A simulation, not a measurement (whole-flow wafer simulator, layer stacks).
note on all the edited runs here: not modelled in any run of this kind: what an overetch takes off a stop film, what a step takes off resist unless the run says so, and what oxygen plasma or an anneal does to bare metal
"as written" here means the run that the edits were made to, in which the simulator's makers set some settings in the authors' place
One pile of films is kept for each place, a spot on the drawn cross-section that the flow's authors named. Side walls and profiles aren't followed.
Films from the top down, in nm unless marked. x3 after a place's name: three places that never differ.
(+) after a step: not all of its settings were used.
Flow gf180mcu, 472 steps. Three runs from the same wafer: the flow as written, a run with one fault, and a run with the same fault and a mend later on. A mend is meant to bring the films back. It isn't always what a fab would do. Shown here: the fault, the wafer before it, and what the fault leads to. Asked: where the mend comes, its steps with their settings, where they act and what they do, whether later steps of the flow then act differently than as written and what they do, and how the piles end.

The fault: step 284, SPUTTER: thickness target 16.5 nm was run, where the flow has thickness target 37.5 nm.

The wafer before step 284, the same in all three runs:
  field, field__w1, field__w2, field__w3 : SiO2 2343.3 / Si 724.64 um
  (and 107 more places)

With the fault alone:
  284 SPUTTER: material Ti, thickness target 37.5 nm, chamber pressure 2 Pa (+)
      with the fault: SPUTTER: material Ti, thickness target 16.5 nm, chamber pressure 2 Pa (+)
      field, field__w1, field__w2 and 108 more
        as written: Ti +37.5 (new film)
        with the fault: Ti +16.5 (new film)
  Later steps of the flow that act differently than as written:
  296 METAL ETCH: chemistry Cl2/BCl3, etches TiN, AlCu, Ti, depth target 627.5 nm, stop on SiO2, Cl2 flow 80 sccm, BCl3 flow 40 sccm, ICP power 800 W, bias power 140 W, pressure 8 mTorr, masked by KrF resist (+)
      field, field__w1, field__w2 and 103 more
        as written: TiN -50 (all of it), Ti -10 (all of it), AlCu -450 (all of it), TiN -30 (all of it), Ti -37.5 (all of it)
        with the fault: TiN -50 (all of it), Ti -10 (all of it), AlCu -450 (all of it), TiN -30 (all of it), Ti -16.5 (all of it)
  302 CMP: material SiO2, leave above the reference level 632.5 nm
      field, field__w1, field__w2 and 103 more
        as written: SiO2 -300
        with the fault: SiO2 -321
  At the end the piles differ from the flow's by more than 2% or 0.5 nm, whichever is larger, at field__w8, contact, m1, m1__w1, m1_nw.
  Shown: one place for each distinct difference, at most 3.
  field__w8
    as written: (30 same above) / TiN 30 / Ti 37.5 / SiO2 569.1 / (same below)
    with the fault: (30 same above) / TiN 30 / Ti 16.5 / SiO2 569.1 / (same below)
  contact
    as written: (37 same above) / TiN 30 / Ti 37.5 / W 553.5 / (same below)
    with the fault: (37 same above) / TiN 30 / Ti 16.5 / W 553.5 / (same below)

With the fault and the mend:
  The mend comes after step 284.
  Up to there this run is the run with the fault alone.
  284a SPUTTER: material Ti, thickness target 21 nm, chamber pressure 2 Pa (+) (the flow's step 284 once more, with other settings)
      field, field__w1, field__w2 and 108 more
        Ti +21
  No later step of the flow acts differently than as written at any place that is followed.
  At the end the piles are the same as the flow's at every place that both follow.
